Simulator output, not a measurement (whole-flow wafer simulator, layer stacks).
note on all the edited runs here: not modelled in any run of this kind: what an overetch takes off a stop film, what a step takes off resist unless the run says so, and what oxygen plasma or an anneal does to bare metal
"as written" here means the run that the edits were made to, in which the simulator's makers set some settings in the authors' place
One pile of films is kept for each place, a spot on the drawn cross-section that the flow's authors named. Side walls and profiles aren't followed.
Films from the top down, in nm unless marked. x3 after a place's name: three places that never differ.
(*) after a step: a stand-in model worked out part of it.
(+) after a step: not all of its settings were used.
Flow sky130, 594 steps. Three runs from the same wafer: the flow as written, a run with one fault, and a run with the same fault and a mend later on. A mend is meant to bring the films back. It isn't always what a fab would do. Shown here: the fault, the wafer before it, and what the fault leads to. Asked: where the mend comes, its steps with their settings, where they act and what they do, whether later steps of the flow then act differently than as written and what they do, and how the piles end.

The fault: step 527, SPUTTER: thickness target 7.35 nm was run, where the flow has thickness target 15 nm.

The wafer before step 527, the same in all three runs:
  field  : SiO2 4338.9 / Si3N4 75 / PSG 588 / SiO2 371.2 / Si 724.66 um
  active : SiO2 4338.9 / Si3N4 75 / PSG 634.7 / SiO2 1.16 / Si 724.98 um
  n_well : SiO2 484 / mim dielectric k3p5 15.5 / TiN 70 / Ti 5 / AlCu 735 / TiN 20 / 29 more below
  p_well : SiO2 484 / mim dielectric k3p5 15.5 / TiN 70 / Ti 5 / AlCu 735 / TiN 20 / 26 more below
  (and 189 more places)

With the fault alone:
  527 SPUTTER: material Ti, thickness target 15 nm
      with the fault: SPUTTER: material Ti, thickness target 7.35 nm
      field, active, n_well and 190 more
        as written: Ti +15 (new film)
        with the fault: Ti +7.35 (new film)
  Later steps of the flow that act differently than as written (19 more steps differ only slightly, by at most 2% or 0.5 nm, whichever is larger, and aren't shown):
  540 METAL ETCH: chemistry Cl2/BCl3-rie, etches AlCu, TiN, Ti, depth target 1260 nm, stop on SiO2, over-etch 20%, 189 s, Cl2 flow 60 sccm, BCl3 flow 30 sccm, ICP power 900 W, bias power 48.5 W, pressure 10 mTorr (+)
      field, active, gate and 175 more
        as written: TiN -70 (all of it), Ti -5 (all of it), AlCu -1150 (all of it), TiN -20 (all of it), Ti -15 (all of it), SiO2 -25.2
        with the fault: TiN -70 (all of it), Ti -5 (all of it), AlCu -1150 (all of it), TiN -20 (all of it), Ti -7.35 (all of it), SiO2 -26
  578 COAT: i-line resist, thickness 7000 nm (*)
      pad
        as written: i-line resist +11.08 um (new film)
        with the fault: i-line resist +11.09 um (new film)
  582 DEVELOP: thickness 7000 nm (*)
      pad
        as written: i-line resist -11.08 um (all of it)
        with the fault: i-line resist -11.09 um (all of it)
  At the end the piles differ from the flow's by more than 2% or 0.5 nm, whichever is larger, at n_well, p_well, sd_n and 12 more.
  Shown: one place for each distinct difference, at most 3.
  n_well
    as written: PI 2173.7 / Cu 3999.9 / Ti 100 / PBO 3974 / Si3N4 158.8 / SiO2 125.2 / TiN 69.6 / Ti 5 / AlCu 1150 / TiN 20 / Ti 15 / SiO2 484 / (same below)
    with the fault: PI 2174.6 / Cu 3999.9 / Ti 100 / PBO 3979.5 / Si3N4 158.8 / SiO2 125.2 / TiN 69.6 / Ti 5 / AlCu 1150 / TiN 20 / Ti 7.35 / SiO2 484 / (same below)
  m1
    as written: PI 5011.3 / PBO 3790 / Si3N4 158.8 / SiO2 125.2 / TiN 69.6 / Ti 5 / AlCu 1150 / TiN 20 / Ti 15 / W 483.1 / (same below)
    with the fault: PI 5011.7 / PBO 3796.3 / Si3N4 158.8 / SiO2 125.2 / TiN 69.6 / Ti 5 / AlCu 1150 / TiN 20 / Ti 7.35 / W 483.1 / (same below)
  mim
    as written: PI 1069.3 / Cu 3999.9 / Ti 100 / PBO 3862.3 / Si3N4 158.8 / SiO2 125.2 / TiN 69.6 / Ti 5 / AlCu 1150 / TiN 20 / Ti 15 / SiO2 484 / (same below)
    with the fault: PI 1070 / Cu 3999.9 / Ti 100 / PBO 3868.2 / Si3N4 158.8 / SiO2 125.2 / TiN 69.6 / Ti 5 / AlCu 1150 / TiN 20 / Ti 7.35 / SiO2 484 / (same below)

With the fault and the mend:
  The mend comes after step 527.
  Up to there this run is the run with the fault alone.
  527a SPUTTER: material Ti, thickness target 7.65 nm (the flow's step 527 once more, with other settings)
      field, active, n_well and 190 more
        Ti +7.65
  No later step of the flow acts differently than as written at any place that is followed.
  At the end the piles are the same as the flow's at every place that both follow.
